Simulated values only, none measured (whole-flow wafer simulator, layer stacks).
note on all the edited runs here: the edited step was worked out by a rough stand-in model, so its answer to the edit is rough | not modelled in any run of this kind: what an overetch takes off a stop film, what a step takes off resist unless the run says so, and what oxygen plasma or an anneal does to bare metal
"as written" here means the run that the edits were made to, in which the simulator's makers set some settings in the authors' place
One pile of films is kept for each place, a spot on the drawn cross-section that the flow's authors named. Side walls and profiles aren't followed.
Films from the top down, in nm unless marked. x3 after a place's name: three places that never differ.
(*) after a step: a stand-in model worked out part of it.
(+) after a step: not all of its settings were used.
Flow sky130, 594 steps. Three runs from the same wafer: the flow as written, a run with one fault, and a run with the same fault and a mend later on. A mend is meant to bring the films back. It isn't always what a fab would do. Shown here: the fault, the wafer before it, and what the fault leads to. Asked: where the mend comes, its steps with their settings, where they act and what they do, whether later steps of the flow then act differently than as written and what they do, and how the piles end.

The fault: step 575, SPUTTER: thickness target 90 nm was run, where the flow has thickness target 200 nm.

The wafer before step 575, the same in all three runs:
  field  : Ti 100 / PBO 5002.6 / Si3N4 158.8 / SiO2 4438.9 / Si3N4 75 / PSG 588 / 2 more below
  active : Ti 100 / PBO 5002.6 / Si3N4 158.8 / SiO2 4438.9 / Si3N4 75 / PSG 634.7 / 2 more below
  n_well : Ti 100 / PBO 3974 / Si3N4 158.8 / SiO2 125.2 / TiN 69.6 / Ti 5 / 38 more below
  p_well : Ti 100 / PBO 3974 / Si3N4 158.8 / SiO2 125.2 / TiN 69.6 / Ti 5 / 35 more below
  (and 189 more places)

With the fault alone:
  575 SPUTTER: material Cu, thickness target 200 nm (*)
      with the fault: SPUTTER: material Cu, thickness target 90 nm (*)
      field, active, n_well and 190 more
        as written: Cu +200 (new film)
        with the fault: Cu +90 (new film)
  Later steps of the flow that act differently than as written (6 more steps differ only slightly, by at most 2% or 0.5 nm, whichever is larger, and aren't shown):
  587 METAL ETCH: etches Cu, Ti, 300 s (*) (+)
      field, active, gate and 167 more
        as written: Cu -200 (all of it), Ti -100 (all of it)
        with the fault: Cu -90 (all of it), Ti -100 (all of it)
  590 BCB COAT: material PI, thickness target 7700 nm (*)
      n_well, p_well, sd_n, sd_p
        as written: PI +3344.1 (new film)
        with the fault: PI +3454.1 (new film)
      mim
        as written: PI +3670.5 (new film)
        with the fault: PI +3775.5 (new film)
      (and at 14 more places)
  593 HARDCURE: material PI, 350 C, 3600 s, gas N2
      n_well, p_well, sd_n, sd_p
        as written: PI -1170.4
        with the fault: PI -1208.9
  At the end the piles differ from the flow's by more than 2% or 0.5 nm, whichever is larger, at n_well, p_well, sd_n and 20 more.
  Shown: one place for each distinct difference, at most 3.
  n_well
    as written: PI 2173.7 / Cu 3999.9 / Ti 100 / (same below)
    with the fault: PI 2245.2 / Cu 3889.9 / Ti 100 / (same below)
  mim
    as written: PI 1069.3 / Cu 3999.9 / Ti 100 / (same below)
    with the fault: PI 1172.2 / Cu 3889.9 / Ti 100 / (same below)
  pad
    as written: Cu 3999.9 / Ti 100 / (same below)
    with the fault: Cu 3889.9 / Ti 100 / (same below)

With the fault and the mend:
  The mend comes after step 575.
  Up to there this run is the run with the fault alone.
  575a SPUTTER: material Cu, thickness target 110 nm (*) (the flow's step 575 once more, with other settings)
      field, active, n_well and 190 more
        Cu +110
  No later step of the flow acts differently than as written at any place that is followed.
  At the end the piles are the same as the flow's at every place that both follow.
